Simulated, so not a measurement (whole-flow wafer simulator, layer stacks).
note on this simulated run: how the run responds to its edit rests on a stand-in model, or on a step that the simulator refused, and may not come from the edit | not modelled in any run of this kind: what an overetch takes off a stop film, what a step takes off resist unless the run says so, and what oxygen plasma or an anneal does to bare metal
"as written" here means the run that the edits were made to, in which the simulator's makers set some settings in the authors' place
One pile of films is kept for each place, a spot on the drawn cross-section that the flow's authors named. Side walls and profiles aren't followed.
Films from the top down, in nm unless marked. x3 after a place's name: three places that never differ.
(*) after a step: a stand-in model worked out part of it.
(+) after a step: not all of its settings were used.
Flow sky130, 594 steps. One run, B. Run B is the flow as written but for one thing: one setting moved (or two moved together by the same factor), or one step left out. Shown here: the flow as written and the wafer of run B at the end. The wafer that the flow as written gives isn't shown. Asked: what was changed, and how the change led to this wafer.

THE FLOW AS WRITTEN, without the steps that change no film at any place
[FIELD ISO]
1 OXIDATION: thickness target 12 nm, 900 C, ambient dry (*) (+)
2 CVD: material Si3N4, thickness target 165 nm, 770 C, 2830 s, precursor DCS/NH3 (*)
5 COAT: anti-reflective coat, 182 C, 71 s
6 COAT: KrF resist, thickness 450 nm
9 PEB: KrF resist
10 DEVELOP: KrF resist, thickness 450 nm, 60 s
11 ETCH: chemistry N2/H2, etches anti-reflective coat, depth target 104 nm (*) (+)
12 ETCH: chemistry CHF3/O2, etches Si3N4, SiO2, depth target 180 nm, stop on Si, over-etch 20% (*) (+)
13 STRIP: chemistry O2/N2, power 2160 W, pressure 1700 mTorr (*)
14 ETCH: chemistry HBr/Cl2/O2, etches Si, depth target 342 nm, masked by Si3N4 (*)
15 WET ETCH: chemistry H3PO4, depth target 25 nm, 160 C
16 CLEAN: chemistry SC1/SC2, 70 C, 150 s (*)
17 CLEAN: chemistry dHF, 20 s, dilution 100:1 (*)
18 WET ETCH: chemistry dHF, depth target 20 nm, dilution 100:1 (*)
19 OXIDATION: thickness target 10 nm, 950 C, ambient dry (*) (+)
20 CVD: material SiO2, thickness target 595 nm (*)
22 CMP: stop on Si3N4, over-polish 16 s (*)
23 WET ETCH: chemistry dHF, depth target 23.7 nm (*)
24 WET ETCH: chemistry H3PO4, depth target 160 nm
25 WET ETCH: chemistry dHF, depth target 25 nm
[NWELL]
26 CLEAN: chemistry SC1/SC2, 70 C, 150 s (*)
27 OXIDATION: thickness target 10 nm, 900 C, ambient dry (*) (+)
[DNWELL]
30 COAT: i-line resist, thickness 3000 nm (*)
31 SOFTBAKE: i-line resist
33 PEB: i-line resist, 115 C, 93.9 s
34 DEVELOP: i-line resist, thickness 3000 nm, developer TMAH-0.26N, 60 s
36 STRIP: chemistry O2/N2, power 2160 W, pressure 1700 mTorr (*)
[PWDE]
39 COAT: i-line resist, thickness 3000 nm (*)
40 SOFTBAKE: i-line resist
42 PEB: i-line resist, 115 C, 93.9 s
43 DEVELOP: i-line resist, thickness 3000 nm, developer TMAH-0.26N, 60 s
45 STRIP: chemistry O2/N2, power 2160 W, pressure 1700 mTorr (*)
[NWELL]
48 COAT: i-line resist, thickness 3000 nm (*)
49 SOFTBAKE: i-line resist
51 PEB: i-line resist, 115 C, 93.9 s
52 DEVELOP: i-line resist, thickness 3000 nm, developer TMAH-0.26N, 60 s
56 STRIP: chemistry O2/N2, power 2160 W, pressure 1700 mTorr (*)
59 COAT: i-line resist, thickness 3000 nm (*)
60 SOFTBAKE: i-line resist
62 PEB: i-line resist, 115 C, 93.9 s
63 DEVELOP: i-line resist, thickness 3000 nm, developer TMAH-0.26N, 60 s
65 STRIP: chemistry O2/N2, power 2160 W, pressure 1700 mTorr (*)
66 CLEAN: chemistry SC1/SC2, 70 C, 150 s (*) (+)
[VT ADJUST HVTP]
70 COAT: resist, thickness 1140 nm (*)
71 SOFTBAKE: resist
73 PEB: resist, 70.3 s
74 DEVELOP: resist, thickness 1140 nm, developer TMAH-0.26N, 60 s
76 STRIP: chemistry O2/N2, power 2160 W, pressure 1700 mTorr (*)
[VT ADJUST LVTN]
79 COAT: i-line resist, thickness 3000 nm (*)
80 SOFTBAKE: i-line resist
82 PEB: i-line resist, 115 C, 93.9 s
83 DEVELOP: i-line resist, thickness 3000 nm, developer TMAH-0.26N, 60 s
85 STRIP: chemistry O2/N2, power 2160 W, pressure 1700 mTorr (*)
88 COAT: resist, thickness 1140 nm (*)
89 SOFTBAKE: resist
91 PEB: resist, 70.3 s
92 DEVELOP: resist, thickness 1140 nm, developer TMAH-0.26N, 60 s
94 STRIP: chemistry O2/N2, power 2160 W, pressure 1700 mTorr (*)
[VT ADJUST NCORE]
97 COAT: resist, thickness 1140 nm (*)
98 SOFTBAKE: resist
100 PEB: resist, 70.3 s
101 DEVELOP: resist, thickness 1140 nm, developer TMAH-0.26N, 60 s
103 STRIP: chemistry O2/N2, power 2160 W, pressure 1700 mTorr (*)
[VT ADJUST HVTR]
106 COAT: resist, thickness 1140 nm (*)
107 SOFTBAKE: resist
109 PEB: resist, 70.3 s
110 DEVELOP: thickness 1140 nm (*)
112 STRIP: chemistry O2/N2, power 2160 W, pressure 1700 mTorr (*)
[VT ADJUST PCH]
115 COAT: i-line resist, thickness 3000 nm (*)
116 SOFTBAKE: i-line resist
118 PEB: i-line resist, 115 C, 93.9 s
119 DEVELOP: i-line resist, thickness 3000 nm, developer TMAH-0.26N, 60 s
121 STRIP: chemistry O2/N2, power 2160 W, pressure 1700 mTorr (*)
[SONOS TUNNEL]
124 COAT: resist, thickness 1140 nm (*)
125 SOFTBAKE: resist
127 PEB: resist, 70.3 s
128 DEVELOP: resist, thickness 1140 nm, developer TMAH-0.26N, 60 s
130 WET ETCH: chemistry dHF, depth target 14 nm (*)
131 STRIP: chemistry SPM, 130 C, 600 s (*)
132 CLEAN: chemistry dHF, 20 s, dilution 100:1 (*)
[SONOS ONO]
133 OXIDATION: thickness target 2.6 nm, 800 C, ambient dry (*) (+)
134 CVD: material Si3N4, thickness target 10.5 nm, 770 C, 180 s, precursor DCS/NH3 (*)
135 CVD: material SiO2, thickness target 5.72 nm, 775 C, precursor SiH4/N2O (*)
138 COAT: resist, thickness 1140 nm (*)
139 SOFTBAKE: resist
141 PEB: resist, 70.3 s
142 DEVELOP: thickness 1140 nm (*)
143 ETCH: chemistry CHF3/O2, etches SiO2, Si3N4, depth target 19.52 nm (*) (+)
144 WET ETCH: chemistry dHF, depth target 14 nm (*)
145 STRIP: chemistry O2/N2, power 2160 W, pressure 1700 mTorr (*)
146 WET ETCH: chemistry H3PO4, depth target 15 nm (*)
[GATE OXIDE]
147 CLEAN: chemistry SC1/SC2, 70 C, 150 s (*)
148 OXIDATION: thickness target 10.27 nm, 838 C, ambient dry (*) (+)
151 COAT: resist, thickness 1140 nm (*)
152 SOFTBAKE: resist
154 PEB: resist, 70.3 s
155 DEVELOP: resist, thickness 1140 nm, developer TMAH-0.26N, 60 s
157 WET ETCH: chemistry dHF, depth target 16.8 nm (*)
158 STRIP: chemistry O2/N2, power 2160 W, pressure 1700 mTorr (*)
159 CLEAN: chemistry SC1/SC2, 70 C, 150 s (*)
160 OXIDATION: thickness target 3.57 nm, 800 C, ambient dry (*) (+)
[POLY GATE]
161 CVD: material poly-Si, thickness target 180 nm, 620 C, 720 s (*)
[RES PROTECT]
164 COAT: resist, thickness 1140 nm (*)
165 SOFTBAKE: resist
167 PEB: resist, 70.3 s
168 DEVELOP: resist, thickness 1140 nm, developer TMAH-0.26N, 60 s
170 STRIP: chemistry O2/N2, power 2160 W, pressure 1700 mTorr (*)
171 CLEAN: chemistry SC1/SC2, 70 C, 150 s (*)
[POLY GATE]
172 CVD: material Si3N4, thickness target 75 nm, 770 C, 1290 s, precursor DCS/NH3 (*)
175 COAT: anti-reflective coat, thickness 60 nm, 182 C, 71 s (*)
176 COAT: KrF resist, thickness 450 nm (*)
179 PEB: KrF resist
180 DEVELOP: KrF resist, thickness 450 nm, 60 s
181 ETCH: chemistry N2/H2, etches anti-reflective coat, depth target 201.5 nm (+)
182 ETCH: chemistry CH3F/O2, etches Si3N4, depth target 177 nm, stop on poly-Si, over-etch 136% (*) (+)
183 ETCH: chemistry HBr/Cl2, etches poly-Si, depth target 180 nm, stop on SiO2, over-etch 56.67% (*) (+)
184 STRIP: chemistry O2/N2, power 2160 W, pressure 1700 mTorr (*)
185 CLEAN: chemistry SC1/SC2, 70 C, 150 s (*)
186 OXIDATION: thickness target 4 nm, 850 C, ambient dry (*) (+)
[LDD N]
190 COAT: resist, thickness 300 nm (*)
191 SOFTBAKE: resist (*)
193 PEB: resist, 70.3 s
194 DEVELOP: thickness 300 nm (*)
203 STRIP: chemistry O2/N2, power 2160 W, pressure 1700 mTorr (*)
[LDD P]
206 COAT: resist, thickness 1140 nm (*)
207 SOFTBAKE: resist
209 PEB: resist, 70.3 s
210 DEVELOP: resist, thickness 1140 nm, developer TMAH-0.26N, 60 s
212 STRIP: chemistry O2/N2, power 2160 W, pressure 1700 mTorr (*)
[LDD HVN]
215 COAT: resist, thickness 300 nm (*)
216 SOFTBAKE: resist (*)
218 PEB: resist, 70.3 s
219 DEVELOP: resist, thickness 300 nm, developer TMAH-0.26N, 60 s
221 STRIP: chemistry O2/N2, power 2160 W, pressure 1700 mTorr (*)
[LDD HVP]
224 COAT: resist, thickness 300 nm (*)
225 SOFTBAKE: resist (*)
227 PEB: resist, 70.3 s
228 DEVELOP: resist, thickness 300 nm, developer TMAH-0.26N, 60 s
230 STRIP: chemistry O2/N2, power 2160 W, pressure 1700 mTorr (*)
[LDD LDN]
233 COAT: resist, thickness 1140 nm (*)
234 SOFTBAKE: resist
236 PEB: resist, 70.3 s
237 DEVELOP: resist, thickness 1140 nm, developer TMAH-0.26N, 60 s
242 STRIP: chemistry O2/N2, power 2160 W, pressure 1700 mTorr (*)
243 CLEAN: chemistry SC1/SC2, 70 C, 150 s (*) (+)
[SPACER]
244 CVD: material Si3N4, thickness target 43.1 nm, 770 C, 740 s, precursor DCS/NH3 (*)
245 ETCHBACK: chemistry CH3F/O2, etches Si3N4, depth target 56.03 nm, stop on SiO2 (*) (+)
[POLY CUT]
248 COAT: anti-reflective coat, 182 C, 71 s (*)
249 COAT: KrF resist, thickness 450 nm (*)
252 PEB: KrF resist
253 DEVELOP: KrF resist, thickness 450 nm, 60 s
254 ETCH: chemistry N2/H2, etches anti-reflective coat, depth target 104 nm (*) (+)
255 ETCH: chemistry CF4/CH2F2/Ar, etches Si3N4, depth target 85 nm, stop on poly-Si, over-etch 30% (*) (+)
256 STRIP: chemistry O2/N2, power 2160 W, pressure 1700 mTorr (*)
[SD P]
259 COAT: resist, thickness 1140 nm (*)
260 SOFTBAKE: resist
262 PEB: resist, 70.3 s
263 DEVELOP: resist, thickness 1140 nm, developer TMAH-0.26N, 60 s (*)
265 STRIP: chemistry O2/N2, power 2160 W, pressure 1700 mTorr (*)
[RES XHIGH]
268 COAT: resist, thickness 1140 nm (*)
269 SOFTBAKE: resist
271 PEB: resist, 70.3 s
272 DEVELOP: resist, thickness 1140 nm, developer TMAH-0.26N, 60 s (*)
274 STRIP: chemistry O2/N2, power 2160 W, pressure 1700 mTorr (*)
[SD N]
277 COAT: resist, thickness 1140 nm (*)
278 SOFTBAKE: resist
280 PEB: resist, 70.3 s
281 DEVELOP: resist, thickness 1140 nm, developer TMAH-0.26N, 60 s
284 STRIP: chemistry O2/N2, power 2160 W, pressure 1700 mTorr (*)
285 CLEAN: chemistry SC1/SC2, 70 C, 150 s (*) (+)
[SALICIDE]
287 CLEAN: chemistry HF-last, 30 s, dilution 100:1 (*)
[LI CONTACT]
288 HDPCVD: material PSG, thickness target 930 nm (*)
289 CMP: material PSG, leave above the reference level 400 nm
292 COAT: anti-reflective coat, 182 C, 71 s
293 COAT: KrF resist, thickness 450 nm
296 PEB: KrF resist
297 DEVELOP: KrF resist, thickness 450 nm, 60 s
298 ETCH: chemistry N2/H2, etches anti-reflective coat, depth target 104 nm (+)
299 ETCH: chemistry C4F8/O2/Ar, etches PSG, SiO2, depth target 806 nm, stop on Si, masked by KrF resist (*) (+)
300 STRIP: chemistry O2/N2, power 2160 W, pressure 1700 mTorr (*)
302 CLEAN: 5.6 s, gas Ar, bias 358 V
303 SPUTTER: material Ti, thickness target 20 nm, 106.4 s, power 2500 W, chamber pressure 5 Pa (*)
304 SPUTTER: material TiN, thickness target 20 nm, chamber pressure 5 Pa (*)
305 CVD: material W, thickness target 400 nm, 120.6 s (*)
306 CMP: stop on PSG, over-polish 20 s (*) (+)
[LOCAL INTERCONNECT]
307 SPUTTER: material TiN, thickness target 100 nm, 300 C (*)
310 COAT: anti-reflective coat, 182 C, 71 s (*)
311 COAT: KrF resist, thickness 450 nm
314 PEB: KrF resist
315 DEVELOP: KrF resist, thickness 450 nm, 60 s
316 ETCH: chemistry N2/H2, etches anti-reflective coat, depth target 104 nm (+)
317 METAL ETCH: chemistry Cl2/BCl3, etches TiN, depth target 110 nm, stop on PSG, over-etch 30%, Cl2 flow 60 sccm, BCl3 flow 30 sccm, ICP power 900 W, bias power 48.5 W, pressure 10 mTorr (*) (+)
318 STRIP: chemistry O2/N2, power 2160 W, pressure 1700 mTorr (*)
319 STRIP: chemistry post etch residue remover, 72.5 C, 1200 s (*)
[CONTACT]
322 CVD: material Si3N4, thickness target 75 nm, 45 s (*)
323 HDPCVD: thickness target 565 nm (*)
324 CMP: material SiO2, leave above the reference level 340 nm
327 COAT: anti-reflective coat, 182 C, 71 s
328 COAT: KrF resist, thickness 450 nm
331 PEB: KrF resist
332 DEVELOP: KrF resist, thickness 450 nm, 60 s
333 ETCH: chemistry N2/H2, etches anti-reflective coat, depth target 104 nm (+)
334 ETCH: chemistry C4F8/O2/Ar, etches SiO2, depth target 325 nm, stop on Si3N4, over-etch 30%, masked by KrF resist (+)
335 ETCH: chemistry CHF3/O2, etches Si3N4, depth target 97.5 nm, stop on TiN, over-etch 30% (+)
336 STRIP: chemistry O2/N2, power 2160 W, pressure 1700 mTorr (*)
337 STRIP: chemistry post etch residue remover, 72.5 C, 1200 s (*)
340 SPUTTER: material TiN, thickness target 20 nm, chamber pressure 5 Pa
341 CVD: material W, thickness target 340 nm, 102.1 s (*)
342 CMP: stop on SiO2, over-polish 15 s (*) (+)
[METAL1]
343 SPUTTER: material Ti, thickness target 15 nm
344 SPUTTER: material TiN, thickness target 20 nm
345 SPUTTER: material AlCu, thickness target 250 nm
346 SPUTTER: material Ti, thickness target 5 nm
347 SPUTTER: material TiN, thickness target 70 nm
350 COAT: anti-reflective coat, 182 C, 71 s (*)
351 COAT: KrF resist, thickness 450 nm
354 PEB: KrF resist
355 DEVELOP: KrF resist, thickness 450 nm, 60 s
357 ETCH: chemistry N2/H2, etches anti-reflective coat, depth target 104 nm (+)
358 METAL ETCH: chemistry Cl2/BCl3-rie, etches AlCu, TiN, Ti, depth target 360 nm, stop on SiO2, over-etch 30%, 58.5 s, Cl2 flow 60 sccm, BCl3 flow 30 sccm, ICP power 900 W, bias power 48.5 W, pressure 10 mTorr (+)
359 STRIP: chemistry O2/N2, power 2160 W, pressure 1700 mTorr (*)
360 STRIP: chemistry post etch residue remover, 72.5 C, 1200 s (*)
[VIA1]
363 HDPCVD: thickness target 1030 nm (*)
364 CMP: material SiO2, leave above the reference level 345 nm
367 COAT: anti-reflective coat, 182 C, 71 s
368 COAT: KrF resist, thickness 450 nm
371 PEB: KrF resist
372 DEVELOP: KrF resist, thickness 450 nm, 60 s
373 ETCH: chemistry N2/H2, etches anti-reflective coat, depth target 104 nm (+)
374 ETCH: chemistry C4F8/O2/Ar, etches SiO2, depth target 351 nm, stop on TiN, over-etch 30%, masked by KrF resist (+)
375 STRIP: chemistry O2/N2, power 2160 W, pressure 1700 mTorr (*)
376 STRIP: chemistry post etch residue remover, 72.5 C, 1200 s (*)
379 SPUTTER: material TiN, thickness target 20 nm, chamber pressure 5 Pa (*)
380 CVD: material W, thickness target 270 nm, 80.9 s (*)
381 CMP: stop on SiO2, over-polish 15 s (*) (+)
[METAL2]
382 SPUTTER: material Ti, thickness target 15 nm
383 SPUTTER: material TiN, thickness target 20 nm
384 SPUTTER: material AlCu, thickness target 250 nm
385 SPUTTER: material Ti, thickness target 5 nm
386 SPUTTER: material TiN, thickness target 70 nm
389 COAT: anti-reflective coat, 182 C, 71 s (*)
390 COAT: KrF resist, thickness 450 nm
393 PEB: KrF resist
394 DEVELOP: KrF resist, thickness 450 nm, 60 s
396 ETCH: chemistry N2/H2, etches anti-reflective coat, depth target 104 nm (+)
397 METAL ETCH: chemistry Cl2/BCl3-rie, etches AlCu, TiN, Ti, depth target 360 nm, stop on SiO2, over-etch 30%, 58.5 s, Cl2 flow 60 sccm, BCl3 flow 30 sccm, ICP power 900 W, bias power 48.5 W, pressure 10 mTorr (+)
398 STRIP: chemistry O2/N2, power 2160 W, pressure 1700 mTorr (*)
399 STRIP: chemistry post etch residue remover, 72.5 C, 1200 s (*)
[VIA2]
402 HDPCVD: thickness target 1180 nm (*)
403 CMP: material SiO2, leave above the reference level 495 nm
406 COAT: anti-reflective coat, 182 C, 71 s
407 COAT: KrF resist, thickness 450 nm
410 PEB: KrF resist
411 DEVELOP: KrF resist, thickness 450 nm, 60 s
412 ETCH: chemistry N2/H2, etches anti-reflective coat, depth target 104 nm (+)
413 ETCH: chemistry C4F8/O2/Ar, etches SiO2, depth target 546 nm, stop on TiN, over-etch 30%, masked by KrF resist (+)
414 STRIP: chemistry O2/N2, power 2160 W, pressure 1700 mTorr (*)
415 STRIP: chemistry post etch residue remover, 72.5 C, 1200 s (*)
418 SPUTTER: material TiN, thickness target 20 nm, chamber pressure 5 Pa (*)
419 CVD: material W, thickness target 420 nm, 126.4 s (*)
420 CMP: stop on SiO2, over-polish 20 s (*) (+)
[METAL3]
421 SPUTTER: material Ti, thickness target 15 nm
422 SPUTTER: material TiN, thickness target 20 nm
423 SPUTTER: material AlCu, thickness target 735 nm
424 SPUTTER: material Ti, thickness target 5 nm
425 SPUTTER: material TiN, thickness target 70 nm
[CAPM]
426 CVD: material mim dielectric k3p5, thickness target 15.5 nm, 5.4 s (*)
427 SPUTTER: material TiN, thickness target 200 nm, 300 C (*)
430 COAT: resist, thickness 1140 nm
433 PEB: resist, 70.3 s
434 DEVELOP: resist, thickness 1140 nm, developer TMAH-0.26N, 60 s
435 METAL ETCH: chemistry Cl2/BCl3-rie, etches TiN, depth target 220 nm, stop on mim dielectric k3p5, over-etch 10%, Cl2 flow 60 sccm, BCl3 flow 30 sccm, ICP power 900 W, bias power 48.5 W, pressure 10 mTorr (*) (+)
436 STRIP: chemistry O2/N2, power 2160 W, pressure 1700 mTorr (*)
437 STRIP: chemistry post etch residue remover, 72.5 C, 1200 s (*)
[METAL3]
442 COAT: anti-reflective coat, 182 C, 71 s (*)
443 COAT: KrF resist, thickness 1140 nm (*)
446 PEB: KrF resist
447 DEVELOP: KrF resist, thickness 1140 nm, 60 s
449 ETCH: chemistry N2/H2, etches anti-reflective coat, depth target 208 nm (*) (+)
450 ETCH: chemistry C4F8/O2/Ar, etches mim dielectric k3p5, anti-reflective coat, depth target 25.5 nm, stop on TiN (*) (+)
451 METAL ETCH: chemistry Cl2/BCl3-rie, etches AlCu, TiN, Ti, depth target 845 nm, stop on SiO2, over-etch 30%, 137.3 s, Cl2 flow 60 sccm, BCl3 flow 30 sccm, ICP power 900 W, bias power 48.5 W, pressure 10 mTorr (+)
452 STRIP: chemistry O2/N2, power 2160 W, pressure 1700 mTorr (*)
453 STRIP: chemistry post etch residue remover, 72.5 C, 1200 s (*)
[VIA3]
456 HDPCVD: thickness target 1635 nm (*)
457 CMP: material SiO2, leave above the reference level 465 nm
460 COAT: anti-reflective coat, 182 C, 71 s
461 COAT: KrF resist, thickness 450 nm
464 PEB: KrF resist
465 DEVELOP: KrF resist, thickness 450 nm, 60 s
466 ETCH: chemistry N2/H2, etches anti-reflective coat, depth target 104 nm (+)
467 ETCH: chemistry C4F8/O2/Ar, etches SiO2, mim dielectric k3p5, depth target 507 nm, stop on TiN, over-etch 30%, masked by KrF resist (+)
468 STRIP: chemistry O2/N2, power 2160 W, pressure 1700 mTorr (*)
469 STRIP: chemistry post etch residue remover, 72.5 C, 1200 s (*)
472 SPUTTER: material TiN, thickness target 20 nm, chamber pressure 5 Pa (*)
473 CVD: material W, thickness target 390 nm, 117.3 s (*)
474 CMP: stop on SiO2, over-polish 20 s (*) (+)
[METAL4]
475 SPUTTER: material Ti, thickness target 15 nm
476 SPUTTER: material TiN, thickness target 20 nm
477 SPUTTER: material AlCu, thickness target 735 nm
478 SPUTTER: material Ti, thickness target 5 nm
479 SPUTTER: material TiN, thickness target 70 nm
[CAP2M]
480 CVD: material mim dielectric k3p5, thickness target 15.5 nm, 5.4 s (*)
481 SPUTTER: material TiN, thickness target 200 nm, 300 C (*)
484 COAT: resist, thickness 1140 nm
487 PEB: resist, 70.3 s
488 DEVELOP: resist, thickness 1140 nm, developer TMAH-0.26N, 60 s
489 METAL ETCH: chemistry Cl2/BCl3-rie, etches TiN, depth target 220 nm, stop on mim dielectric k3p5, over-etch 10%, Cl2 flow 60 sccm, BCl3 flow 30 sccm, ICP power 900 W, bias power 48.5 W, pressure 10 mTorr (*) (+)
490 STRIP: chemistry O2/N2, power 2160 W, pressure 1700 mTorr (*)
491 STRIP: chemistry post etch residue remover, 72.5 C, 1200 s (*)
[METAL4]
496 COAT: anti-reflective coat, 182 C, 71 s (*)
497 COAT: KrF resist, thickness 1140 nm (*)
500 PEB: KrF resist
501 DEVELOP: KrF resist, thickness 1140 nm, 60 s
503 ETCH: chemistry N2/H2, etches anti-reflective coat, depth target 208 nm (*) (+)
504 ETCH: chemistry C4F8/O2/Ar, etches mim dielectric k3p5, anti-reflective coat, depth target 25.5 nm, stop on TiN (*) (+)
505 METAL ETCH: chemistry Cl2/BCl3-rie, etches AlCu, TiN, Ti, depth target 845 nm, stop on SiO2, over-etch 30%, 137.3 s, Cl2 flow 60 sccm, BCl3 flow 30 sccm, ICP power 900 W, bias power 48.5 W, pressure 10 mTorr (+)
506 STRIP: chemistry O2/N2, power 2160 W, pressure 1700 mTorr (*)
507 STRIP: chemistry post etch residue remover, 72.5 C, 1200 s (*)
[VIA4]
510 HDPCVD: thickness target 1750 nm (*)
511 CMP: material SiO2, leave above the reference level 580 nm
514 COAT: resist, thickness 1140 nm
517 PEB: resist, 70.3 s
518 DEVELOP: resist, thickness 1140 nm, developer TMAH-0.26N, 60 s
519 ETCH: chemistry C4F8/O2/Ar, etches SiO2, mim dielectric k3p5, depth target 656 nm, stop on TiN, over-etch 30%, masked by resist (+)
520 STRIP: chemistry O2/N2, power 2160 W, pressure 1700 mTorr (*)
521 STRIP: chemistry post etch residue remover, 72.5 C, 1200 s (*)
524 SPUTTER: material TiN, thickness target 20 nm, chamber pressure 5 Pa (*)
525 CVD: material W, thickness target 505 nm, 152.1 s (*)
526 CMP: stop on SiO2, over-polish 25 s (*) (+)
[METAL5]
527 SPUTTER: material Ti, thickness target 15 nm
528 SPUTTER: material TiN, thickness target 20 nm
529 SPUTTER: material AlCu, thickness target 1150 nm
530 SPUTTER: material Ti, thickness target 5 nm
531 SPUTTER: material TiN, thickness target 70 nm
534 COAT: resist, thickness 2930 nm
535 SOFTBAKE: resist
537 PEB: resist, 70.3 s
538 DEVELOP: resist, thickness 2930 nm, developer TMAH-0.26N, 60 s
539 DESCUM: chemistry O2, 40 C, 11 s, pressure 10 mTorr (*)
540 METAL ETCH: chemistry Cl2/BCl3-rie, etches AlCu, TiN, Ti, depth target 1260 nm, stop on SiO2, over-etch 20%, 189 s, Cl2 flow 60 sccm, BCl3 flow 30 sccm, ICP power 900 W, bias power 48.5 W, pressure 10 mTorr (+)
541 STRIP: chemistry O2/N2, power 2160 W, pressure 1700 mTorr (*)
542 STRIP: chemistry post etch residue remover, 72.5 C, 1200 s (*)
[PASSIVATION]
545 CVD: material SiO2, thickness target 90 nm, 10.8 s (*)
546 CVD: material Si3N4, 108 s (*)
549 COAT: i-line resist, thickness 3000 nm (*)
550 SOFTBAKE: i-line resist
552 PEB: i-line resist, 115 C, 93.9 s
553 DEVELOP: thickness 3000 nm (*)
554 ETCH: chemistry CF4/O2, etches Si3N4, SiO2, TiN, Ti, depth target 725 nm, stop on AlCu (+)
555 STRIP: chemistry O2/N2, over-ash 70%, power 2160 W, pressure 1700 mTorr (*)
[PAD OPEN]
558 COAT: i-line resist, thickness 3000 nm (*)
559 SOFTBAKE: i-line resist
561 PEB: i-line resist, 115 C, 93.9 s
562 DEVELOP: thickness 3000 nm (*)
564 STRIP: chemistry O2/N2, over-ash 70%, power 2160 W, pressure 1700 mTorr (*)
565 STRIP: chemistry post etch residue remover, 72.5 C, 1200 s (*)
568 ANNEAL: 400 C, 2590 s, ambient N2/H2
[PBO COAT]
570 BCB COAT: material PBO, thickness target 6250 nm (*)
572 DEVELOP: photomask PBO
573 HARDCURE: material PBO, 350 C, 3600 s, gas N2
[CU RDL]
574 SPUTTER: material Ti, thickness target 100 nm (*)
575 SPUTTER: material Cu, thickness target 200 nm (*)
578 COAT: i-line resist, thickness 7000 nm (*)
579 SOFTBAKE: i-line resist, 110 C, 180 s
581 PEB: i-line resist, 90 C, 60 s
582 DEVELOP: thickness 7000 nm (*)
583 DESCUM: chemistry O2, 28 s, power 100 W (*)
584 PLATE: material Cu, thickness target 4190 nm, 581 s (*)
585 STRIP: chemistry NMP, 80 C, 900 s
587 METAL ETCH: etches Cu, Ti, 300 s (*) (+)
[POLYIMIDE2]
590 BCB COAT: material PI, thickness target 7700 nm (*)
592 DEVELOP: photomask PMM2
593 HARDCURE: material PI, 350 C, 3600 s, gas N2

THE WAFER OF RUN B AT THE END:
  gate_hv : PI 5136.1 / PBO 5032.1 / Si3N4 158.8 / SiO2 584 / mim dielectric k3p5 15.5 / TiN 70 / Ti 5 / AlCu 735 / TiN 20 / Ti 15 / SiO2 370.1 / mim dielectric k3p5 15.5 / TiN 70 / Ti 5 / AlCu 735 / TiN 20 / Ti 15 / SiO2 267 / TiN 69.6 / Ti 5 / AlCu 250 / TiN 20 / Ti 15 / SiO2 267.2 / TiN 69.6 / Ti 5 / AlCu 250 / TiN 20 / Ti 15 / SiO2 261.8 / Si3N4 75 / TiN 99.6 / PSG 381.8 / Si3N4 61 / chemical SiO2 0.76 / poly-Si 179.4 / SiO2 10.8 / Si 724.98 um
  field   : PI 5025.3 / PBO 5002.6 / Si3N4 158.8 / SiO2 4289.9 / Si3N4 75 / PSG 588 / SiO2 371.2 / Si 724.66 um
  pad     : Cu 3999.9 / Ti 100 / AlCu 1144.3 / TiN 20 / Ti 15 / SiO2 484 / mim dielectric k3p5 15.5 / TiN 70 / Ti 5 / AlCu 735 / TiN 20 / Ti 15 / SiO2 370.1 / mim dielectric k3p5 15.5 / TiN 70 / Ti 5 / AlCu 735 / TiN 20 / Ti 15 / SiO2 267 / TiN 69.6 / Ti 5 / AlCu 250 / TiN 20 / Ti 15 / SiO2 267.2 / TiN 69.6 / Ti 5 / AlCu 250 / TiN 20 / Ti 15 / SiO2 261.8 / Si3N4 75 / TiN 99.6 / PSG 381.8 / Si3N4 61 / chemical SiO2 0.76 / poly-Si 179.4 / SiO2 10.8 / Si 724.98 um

The cause: step 403, CMP: leave above the reference level 346 nm was run, where the flow has leave above the reference level 495 nm.

How the change led to this, step by step:
  403 CMP: material SiO2, leave above the reference level 495 nm
      n_well, p_well, gate_hv and 101 more: SiO2 -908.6 (as written it would be: SiO2 -759.6)
      field, active, gate and 82 more: SiO2 -538.1 (as written it would be: SiO2 -389.1)
      (and at 2 more places)
  413 ETCH: chemistry C4F8/O2/Ar, etches SiO2, depth target 546 nm, stop on TiN, over-etch 30%, masked by KrF resist (+)
      field, active, n_well and 186 more: KrF resist -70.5 (as written it would be: KrF resist -109.2)
      m1: SiO2 -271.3 (all of it) (as written it would be: SiO2 -420.3 (all of it))
      (and at 1 more place)
  414 STRIP: chemistry O2/N2, power 2160 W, pressure 1700 mTorr (*)
      field, active, n_well and 186 more: KrF resist -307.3 (all of it), anti-reflective coat -80 (all of it) (as written it would be: KrF resist -268.6 (all of it), anti-reflective coat -80 (all of it))
  418 SPUTTER: material TiN, thickness target 20 nm, chamber pressure 5 Pa (*)
      m1, via2_hole: TiN +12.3 (as written it would be: TiN +10.2)
  419 CVD: material W, thickness target 420 nm, 126.4 s (*)
      m1: W +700 (new film) (as written it would be: W +851.1 (new film))
      via2_hole: W +699.5 (new film) (as written it would be: W +850.7 (new film))
